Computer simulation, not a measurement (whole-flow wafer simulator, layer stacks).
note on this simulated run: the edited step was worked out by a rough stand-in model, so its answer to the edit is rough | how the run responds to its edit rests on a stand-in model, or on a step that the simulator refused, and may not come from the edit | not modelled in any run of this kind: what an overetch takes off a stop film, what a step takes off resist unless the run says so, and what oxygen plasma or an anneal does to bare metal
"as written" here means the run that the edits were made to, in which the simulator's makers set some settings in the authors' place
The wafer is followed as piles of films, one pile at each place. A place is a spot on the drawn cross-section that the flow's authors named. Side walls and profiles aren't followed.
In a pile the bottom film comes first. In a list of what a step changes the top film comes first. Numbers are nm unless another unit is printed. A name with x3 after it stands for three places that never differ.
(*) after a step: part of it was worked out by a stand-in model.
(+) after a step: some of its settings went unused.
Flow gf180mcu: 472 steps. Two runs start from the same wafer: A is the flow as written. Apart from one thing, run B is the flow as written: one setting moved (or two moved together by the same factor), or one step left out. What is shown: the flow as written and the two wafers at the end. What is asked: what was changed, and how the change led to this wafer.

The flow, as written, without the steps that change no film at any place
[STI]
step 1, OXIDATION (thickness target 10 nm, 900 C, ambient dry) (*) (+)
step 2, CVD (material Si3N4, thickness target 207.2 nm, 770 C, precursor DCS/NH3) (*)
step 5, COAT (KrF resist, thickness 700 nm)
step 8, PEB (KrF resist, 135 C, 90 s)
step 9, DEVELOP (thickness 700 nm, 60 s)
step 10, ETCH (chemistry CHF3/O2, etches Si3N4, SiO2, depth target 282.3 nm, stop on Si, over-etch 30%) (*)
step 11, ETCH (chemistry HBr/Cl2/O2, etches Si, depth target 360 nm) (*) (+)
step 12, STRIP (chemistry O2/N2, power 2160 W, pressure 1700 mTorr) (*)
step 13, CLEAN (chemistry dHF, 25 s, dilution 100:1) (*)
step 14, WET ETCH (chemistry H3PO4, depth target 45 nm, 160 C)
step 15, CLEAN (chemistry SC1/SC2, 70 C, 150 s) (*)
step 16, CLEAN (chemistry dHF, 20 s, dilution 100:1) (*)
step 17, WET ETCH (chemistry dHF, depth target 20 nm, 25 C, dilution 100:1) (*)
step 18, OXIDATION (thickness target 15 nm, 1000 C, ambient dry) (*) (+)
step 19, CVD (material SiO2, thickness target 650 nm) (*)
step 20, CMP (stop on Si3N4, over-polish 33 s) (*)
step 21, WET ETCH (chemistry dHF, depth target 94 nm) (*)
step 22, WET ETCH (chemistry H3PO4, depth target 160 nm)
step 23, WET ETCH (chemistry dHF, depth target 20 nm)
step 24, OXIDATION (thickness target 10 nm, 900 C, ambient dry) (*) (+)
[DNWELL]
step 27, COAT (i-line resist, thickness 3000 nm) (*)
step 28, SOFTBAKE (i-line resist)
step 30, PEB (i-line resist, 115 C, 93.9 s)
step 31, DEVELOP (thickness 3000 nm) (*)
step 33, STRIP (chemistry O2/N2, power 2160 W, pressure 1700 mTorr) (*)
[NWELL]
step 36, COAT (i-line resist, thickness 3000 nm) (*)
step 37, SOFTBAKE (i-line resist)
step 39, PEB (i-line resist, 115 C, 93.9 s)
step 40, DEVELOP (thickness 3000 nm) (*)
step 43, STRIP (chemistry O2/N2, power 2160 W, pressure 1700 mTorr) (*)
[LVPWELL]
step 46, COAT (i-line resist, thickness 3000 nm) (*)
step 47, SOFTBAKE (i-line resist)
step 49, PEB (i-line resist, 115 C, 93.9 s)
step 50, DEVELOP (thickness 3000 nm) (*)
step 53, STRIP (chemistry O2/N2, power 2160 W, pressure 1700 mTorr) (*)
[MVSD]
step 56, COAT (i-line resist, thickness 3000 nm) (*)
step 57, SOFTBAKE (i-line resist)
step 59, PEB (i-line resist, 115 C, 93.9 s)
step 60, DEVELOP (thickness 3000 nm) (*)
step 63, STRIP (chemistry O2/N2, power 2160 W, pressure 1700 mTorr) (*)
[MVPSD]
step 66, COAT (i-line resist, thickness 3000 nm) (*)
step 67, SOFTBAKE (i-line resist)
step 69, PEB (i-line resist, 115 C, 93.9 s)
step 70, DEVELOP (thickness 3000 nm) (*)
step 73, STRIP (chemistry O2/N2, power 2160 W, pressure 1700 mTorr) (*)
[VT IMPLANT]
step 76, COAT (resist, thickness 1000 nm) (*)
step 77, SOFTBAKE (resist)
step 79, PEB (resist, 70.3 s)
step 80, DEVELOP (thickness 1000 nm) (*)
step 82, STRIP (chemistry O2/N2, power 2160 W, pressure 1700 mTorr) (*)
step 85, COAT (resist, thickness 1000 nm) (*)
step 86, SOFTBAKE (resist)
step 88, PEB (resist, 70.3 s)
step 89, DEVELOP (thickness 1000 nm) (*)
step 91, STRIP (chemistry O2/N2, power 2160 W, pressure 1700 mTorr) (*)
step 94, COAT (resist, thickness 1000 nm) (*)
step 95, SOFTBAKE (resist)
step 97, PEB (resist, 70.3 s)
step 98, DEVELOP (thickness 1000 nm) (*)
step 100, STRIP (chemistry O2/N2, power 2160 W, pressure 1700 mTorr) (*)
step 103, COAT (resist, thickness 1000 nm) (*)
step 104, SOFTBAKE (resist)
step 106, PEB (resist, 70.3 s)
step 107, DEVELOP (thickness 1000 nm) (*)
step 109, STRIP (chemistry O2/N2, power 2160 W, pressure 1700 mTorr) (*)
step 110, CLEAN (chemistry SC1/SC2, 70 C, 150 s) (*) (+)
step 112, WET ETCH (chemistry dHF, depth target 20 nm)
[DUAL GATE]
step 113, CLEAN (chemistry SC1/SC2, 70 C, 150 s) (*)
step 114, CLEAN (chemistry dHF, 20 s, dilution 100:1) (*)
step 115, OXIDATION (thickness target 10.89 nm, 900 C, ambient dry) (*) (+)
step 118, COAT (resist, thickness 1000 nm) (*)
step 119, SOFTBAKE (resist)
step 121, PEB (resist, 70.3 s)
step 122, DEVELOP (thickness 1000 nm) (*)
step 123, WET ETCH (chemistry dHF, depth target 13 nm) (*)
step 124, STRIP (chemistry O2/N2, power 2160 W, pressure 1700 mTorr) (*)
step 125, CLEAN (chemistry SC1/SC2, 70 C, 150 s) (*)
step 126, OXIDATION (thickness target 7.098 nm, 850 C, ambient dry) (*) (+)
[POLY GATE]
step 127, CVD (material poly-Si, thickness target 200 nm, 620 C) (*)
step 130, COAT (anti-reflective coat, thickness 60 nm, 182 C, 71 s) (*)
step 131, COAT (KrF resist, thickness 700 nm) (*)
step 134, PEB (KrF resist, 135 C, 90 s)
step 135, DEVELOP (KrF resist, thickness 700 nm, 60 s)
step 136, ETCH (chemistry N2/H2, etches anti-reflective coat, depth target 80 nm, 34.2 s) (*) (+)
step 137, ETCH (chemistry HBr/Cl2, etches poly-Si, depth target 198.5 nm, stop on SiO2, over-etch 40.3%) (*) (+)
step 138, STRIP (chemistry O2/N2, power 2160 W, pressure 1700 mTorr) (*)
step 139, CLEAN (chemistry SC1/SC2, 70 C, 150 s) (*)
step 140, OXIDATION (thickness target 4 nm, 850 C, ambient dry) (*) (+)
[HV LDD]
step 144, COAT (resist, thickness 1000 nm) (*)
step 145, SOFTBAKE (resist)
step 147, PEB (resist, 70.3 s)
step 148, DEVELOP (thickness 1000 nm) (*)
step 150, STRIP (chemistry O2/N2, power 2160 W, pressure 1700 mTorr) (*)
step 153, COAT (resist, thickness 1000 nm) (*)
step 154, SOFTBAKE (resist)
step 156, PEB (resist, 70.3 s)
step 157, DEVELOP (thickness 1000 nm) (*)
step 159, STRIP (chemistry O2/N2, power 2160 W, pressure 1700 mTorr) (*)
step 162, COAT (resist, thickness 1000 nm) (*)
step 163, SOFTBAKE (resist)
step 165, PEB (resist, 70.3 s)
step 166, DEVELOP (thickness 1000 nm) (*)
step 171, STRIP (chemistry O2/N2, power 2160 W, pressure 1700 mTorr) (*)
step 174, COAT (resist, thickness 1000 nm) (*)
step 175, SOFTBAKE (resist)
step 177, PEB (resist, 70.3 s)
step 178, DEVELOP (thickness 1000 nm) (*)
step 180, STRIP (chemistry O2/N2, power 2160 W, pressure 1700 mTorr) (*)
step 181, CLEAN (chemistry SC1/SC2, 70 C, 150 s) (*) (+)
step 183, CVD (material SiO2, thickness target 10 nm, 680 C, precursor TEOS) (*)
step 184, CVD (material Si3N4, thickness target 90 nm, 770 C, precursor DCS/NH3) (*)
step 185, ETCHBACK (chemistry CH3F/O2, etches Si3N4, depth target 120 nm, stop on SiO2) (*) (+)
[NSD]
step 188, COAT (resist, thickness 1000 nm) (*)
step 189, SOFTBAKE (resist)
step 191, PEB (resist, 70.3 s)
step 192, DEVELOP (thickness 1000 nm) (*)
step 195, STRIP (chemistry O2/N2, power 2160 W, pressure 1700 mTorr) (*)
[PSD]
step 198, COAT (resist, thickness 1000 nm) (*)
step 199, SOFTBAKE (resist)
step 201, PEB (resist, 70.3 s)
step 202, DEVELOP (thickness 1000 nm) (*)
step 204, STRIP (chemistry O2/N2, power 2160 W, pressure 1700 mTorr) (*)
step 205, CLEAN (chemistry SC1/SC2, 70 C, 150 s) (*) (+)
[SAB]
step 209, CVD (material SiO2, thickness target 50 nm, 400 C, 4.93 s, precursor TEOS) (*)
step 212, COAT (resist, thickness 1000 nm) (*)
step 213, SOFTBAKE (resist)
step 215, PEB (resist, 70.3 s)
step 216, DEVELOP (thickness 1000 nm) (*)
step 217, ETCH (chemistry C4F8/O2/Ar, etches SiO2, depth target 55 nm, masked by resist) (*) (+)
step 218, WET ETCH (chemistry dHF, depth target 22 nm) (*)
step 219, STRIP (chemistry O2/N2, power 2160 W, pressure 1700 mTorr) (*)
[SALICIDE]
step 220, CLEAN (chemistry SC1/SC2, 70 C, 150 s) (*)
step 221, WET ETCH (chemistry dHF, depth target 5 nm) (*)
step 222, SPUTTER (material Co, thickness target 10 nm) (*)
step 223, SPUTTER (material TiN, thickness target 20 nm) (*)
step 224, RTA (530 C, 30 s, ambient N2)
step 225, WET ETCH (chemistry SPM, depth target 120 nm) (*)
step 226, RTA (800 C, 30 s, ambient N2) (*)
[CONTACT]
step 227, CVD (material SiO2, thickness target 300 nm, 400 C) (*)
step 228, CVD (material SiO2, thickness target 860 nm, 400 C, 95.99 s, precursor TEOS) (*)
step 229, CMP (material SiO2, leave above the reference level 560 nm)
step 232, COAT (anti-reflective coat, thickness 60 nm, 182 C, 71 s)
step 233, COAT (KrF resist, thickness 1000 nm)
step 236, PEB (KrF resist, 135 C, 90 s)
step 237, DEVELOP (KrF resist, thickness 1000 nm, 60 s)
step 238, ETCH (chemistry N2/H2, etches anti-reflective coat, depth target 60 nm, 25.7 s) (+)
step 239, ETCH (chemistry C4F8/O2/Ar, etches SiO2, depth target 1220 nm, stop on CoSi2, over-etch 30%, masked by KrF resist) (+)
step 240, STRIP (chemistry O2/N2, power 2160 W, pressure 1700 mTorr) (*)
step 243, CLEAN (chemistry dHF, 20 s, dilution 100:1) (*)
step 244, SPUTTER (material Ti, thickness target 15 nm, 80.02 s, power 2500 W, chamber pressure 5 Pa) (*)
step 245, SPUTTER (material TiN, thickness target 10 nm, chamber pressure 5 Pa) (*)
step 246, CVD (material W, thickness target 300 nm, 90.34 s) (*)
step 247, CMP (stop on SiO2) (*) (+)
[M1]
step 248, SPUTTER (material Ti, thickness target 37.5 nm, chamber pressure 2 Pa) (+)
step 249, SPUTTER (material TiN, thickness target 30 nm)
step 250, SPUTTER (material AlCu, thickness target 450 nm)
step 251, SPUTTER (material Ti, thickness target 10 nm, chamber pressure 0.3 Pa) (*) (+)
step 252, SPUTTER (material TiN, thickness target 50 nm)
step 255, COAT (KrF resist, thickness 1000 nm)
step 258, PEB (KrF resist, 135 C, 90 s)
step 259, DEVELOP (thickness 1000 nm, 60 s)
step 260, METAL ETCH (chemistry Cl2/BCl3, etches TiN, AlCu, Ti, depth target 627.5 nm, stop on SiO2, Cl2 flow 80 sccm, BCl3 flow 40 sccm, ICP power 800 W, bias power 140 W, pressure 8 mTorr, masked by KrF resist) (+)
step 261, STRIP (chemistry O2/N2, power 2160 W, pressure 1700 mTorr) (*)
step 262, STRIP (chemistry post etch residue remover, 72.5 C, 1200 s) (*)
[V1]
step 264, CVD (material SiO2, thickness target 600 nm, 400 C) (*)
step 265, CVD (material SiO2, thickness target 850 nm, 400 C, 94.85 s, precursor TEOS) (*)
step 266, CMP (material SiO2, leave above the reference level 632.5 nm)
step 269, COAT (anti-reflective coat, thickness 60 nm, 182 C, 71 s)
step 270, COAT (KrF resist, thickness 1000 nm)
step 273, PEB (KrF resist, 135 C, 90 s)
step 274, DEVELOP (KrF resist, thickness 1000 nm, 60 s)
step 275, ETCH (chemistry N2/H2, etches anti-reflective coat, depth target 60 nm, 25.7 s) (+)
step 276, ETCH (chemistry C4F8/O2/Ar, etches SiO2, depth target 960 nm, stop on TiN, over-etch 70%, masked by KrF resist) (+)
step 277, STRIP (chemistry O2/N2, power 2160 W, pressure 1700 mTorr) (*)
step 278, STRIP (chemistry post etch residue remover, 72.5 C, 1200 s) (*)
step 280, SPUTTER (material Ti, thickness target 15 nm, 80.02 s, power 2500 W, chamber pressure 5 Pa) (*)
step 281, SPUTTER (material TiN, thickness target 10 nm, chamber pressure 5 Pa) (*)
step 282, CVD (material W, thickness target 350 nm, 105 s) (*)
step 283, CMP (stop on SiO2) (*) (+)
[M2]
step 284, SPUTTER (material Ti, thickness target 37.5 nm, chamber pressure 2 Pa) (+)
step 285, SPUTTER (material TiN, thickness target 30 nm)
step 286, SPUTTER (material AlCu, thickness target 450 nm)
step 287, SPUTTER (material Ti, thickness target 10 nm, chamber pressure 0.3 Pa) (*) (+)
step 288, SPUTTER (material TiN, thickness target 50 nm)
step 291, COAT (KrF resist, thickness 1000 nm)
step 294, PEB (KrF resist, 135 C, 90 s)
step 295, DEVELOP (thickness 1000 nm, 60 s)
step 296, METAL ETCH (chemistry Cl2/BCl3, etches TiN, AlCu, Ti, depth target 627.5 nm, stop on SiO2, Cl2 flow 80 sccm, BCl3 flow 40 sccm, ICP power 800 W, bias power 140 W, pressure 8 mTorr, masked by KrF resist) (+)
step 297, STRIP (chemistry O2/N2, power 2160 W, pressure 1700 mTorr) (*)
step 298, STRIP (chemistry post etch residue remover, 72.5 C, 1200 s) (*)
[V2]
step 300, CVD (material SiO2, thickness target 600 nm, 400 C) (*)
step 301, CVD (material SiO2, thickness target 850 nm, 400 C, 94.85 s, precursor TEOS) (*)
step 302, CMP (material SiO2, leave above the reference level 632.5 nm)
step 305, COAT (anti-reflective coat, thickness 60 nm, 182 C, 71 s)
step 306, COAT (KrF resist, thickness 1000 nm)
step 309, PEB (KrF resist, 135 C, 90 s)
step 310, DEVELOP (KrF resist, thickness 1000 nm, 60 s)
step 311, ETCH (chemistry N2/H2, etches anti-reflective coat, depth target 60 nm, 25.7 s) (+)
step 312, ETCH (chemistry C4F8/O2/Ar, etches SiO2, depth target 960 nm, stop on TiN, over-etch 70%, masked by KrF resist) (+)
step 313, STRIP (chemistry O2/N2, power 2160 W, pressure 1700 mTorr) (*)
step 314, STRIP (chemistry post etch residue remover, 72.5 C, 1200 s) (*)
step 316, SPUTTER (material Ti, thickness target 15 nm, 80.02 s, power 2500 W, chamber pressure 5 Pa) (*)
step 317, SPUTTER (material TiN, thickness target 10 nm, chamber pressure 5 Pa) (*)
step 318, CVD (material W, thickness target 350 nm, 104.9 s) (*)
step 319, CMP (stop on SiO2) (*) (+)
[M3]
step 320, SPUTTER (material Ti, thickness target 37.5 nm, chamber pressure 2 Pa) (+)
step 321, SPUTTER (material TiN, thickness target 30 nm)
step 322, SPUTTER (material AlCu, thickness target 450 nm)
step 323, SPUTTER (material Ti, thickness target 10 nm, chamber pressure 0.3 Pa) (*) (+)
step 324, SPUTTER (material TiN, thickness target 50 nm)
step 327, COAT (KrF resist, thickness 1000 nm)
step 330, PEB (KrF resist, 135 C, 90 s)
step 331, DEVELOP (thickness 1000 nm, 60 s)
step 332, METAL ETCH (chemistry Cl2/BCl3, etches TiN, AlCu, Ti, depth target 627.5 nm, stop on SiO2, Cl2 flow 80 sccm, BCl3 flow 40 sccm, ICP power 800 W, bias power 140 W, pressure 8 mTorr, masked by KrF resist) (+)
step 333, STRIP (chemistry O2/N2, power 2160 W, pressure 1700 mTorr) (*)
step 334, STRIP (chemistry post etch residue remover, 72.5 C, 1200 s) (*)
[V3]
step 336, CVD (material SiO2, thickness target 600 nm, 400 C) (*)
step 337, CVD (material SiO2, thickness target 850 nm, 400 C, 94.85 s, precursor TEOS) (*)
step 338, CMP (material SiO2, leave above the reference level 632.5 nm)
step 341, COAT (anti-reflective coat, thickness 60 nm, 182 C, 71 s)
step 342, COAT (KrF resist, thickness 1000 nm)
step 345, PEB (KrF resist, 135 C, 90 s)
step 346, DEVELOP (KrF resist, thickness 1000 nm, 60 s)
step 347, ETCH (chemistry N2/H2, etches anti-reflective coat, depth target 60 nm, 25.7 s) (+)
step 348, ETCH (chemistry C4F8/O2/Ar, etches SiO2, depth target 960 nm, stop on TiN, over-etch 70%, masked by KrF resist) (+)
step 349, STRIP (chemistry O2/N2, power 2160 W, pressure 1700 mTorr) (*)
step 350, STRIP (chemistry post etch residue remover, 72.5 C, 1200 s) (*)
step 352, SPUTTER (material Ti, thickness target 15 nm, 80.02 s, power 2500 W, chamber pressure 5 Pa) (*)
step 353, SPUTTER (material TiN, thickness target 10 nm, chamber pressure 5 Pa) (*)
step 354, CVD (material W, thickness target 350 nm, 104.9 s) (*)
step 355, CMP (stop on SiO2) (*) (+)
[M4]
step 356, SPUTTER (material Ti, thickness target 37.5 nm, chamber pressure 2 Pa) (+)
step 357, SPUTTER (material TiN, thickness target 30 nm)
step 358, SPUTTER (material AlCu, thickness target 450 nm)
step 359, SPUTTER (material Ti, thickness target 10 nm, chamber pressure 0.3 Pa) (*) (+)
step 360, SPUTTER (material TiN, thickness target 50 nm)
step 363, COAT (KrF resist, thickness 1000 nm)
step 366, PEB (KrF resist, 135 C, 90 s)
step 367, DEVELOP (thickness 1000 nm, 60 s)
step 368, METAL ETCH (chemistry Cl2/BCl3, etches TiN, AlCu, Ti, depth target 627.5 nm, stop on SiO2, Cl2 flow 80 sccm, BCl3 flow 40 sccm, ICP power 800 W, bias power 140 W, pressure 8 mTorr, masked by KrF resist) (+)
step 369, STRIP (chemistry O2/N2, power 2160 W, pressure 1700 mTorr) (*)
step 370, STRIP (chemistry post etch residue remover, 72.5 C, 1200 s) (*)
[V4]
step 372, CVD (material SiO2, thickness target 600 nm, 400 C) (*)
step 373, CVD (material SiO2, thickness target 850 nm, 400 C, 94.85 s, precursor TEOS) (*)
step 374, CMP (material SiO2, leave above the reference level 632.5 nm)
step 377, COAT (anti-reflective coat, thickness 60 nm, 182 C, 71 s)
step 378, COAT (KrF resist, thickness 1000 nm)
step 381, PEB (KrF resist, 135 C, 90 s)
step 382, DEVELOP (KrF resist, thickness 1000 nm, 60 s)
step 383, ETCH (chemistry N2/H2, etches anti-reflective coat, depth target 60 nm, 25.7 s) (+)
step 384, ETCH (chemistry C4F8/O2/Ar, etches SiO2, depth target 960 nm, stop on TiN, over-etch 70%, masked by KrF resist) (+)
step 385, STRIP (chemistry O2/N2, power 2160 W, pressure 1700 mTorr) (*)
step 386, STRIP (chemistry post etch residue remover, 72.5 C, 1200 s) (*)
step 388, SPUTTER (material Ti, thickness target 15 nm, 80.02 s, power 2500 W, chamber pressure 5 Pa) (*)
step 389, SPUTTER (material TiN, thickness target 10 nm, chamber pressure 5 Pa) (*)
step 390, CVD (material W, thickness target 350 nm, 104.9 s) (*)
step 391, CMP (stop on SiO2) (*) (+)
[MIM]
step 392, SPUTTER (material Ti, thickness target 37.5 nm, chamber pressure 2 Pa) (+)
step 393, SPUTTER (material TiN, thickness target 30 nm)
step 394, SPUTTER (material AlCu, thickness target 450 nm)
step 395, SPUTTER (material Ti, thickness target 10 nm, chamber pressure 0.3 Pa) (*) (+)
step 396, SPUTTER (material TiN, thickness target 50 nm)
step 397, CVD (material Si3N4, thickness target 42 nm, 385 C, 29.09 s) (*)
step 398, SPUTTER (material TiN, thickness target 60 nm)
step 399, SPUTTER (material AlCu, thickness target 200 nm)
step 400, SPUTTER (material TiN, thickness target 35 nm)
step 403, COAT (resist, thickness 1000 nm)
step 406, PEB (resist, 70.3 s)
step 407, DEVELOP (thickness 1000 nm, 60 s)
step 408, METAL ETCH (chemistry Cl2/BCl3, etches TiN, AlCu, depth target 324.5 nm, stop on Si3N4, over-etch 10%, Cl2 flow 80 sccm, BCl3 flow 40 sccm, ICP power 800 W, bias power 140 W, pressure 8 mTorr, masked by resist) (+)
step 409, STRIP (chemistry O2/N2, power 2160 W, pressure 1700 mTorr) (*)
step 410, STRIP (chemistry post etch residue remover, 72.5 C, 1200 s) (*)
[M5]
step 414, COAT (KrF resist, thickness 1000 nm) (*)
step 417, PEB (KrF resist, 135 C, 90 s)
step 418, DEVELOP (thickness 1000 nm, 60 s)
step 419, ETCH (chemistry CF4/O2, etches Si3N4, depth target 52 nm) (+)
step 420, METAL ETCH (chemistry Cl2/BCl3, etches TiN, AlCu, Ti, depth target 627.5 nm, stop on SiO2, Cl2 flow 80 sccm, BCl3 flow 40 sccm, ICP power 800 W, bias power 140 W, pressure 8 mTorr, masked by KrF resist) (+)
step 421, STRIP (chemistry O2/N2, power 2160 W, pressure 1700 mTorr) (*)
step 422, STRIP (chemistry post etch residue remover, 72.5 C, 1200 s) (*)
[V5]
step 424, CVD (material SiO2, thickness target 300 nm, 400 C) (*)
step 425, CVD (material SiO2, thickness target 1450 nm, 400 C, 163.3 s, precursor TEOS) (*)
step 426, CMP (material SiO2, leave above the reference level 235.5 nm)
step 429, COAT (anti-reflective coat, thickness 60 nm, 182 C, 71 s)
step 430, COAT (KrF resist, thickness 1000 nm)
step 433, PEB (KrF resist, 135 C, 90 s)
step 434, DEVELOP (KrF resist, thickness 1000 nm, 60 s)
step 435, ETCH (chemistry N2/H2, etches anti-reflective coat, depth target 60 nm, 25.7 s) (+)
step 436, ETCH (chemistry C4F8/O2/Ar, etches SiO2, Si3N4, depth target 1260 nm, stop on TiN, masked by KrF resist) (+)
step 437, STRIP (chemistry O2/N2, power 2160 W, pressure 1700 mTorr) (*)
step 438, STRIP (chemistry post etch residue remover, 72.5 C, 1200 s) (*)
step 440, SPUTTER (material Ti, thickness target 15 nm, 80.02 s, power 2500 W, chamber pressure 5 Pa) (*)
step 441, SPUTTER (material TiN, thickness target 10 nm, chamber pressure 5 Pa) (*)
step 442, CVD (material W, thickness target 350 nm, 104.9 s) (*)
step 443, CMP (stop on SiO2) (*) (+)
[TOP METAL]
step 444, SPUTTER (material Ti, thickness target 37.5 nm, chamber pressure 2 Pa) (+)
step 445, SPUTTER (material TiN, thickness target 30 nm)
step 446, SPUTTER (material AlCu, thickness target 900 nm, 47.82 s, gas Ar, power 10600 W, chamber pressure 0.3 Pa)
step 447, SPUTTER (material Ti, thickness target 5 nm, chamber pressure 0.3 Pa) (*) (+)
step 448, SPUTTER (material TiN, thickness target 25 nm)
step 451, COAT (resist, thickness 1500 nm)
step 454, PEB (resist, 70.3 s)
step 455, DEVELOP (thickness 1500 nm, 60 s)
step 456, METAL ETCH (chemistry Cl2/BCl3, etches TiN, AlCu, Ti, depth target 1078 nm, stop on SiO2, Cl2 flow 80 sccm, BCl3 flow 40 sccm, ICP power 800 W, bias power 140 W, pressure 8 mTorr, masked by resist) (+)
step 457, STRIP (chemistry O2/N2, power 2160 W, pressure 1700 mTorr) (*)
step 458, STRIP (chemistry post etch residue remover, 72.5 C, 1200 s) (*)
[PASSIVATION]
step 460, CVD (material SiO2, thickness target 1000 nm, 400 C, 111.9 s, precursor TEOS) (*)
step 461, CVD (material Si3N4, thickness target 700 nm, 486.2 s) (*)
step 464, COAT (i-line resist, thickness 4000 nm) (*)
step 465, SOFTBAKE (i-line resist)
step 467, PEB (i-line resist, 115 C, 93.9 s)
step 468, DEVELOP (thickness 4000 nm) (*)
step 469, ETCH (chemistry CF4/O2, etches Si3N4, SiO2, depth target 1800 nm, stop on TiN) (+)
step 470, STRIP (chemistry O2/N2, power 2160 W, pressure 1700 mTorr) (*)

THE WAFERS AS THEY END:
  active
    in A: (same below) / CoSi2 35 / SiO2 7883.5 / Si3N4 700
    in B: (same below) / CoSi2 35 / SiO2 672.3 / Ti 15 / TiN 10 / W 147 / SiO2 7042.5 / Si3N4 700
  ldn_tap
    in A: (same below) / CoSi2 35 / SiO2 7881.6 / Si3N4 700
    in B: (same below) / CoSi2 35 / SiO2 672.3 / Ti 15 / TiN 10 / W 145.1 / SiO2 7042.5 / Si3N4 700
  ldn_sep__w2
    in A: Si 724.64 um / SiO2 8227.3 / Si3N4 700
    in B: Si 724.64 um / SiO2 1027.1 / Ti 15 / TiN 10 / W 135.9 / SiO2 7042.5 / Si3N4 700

The reason: step 228, CVD: thickness target 366 nm was run, though the flow has thickness target 860 nm; step 228, CVD: 40.8 s was run, where the flow has 95.99 s.

How this came from the change, step by step:
  step 228, CVD (material SiO2, thickness target 860 nm, 400 C, 95.99 s, precursor TEOS) (*)
      field, field__w7, field__w8 and 70 more: A +860 SiO2 | B +375.8 SiO2
      field__w3, field__w12: A +807.3 SiO2 | B +356.4 SiO2
      (also at 36 further places)
  step 229, CMP (material SiO2, leave above the reference level 560 nm)
      ldn_sep__w1, ldn_sep__w2, ldn_dft and 8 more: A -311 SiO2 | B nothing
      active, p_well, sd_n, iso_ptap_pw, iso_ntap_nw, iso_ptap_sub, vpnp_e: A -299.9 SiO2 | B nothing
      (also at 93 further places)
  step 232, COAT (anti-reflective coat, thickness 60 nm, 182 C, 71 s)
      sti, mim_1p0, pad, dice_street: A +60 anti-reflective coat (new film) | B +64.8 anti-reflective coat (new film)
      p_well, sd_n: A +60 anti-reflective coat (new film) | B +61.7 anti-reflective coat (new film)
      (also at 99 further places)
  step 233, COAT (KrF resist, thickness 1000 nm)
      gate, ld_acc_n: A +1000 KrF resist (new film) | B +915.7 KrF resist (new film)
      polyc_n, ldp_acc: A +1000 KrF resist (new film) | B +896.6 KrF resist (new film)
      (also at 67 further places)
  step 236, PEB (KrF resist, 135 C, 90 s)
      field__w5, contact, nw_enc_fld_lv: A -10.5 KrF resist | B -11.5 KrF resist
      field__w6, field_sub__w2, field_sub__w5: A -10.5 KrF resist | B -11.6 KrF resist
      (also at 35 further places)
  step 237, DEVELOP (KrF resist, thickness 1000 nm, 60 s)
      contact: A -989.5 KrF resist (all of it) | B -1044.3 KrF resist (all of it)
      polyc_n: A -989.5 KrF resist (all of it) | B -887.6 KrF resist (all of it)
      (also at 1 further place)
  step 238, ETCH (chemistry N2/H2, etches anti-reflective coat, depth target 60 nm, 25.7 s) (+)
      contact: A -60 anti-reflective coat (all of it), -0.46 SiO2 | B -45.9 anti-reflective coat (all of it), -0.82 SiO2
      polyc_n: A -60 anti-reflective coat (all of it), -0.46 SiO2 | B -29.1 anti-reflective coat (all of it), -1.25 SiO2
      (also at 1 further place)
  step 239, ETCH (chemistry C4F8/O2/Ar, etches SiO2, depth target 1220 nm, stop on CoSi2, over-etch 30%, masked by KrF resist) (+)
      field, field__w1, field__w2 and 105 more: A -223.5 KrF resist | B -173.7 KrF resist
      contact: A -859.5 SiO2 (all of it) | B -668.2 SiO2 (all of it)
  step 240, STRIP (chemistry O2/N2, power 2160 W, pressure 1700 mTorr) (*)
      sti, mim_1p0, pad, dice_street: A -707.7 KrF resist (all of it), -60 anti-reflective coat (all of it) | B -774.1 KrF resist (all of it), -64.8 anti-reflective coat (all of it)
      p_well, sd_n: A -707.7 KrF resist (all of it), -60 anti-reflective coat (all of it) | B -774.1 KrF resist (all of it), -61.7 anti-reflective coat (all of it)
      (also at 102 further places)
  step 244, SPUTTER (material Ti, thickness target 15 nm, 80.02 s, power 2500 W, chamber pressure 5 Pa) (*)
      mim, ld_sd_p: A +15 Ti (new film) | B +14.2 Ti (new film)
      field__w3: A +15 Ti (new film) | B +14.3 Ti (new film)
      (also at 5 further places)
  step 245, SPUTTER (material TiN, thickness target 10 nm, chamber pressure 5 Pa) (*)
      field__w12: A +10 TiN (new film) | B +8.9 TiN (new film)
      contact: A +5.48 TiN (new film) | B +6.14 TiN (new film)
      (also at 5 further places)
  step 246, CVD (material W, thickness target 300 nm, 90.34 s) (*)
      contact: A +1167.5 W (new film) | B +967.2 W (new film)
  step 247, CMP (stop on SiO2) (*) (+)
      gate, gate_hv, gate_p and 23 more: A -300 W (all of it), -10 TiN (all of it), -15 Ti (all of it), -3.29 SiO2 | B -300 W (all of it), -10 TiN (all of it), -15 Ti (all of it)
      ldn_sep__w1, ldn_sep__w2, ldn_dft and 8 more: A -300 W (all of it), -10 TiN (all of it), -15 Ti (all of it), -3.29 SiO2 | B -151.8 W
      (also at 72 further places)
  step 260, METAL ETCH (chemistry Cl2/BCl3, etches TiN, AlCu, Ti, depth target 627.5 nm, stop on SiO2, Cl2 flow 80 sccm, BCl3 flow 40 sccm, ICP power 800 W, bias power 140 W, pressure 8 mTorr, masked by KrF resist) (+)
      field, field__w1, field__w2 and 75 more: A -50 TiN (all of it), -10 Ti (all of it), -450 AlCu (all of it), -30 TiN (all of it), -37.5 Ti (all of it) | B -50 TiN (all of it), -10 Ti (all of it), -450 AlCu (all of it), -30 TiN (all of it), -37.5 Ti (all of it), -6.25 W
  step 262, STRIP (chemistry post etch residue remover, 72.5 C, 1200 s) (*)
      field, field__w1, field__w2 and 75 more: A nothing | B -6.01 W
  step 264, CVD (material SiO2, thickness target 600 nm, 400 C) (*)
      field, field__w1, field__w2 and 75 more: A +600 SiO2 | B +600 SiO2 (new film)
  step 266, CMP (material SiO2, leave above the reference level 632.5 nm)
      field, field__w1, field__w2 and 75 more: A -300 SiO2 | B -287.7 SiO2
If metal films that touch count as one body, active has 2 bodies (between them, from the top down: SiO2 672.3); the flow as written gives 1 body.
If metal films that touch count as one body, ldn_tap has 2 bodies (between them, from the top down: SiO2 672.3); the flow as written gives 1 body.
If metal films that touch count as one body, ldn_sep__w2 has 1 body; the flow as written gives 0 bodies.
